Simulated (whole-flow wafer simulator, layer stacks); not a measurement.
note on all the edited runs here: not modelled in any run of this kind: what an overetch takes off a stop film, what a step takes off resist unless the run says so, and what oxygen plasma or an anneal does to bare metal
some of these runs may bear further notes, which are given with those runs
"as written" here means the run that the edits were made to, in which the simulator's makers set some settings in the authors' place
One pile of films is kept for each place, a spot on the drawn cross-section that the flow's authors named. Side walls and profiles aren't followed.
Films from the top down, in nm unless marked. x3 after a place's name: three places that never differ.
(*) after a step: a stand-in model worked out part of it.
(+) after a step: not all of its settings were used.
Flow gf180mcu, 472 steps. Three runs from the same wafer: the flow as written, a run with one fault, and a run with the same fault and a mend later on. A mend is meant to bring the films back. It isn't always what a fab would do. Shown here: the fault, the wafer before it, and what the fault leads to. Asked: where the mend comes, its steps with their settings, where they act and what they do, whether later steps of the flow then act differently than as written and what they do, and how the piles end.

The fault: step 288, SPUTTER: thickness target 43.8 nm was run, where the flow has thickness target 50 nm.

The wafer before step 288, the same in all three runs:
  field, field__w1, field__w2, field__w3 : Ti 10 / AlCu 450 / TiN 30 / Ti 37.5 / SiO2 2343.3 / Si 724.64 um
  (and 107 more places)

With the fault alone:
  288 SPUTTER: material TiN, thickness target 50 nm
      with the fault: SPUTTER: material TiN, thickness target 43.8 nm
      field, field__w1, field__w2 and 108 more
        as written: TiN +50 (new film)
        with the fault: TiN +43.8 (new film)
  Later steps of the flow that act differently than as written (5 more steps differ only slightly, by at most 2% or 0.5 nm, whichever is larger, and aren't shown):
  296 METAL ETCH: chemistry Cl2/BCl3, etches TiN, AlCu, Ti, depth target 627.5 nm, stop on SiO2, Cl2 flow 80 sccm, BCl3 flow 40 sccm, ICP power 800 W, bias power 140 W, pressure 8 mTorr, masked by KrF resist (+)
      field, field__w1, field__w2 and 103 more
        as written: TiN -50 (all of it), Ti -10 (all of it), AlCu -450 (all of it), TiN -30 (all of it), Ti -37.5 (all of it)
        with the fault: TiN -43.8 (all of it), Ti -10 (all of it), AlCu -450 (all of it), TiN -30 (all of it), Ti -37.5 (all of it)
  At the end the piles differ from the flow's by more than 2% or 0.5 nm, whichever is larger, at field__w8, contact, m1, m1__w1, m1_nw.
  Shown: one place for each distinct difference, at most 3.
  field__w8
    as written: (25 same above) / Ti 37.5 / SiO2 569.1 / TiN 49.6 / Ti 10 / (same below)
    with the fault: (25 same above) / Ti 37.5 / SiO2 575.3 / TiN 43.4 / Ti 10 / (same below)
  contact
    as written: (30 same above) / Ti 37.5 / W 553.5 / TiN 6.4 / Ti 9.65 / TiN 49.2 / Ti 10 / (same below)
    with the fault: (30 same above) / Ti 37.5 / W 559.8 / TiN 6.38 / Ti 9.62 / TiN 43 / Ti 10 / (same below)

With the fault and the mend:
  The mend comes after step 295.
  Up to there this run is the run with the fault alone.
  295a STRIP: chemistry O2/N2, power 2160 W, pressure 1700 mTorr (*)
      field__w8, contact, m1, m1__w1, m1_nw
        KrF resist -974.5 (all of it)
  295b SPUTTER: material TiN, thickness target 6.2 nm (the flow's step 288 once more, with other settings)
      field, field__w1, field__w2 and 108 more
        TiN +6.2
  295c HMDS: 120 C, 60 s (the flow's step 290 once more)
      changes no film at any place that is followed
  295d COAT: KrF resist, thickness 1000 nm (the flow's step 291 once more)
      field, field__w1, field__w2 and 108 more
        KrF resist +1000 (new film)
  295e SOFTBAKE: KrF resist (the flow's step 292 once more)
      changes no film at any place that is followed
  295f EXPOSE: photomask Metal2 (the flow's step 293 once more)
      changes no film at any place that is followed
  295g PEB: KrF resist, 135 C, 90 s (the flow's step 294 once more)
      field, field__w1, field__w2 and 108 more
        KrF resist -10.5
  295h DEVELOP: thickness 1000 nm, 60 s (the flow's step 295 once more)
      field, field__w1, field__w2 and 103 more
        KrF resist -989.5 (all of it)
      field__w8, contact, m1, m1__w1, m1_nw
        KrF resist -14.9
  No later step of the flow acts differently than as written at any place that is followed.
  At the end the piles are the same as the flow's at every place that both follow.
